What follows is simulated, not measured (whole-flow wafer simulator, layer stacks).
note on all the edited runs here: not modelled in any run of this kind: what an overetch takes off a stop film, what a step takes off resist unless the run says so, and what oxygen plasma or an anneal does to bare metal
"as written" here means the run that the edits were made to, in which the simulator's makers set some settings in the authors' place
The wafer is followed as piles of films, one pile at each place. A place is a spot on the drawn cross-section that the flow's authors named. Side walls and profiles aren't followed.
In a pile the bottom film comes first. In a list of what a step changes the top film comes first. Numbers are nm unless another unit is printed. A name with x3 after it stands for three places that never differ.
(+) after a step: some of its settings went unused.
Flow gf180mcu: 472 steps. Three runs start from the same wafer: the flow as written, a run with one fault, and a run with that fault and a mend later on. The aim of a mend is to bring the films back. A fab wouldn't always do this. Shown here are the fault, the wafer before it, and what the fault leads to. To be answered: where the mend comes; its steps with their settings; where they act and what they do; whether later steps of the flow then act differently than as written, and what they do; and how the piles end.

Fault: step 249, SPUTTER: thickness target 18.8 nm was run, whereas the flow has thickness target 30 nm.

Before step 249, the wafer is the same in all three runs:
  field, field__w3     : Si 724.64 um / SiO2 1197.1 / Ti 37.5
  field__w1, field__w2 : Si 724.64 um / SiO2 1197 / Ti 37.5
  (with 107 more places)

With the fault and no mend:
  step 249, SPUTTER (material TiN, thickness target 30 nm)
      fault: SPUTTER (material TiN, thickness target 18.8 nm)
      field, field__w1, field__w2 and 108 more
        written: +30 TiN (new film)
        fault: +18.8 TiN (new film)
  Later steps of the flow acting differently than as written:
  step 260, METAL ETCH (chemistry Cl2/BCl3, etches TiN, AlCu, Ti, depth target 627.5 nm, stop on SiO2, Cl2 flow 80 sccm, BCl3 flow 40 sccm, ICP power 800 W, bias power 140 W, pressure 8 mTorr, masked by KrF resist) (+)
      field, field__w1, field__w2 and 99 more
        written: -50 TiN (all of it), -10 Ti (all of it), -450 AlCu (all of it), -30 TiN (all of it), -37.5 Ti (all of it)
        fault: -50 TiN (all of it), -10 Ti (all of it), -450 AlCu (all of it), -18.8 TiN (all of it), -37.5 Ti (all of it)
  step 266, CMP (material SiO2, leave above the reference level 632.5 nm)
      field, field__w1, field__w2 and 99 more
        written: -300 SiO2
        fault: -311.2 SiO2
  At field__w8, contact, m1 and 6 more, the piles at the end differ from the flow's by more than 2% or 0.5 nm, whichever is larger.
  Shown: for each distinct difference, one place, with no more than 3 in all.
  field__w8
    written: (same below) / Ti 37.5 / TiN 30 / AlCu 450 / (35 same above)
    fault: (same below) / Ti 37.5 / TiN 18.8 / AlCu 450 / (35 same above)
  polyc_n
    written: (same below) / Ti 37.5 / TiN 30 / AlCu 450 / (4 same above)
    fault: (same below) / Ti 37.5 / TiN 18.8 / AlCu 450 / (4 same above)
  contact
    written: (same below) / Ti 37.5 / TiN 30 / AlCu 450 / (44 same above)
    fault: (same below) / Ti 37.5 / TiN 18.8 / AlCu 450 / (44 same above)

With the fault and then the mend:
  The mend stands after step 249.
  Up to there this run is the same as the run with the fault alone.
  step 249a, SPUTTER (material TiN, thickness target 11.2 nm) (a further turn of the flow's step 249, with different settings)
      field, field__w1, field__w2 and 108 more
        +11.2 TiN
  Every later step of the flow that is run acts as written at every place that is followed.
  The piles end the same as the flow's at every place that both follow.
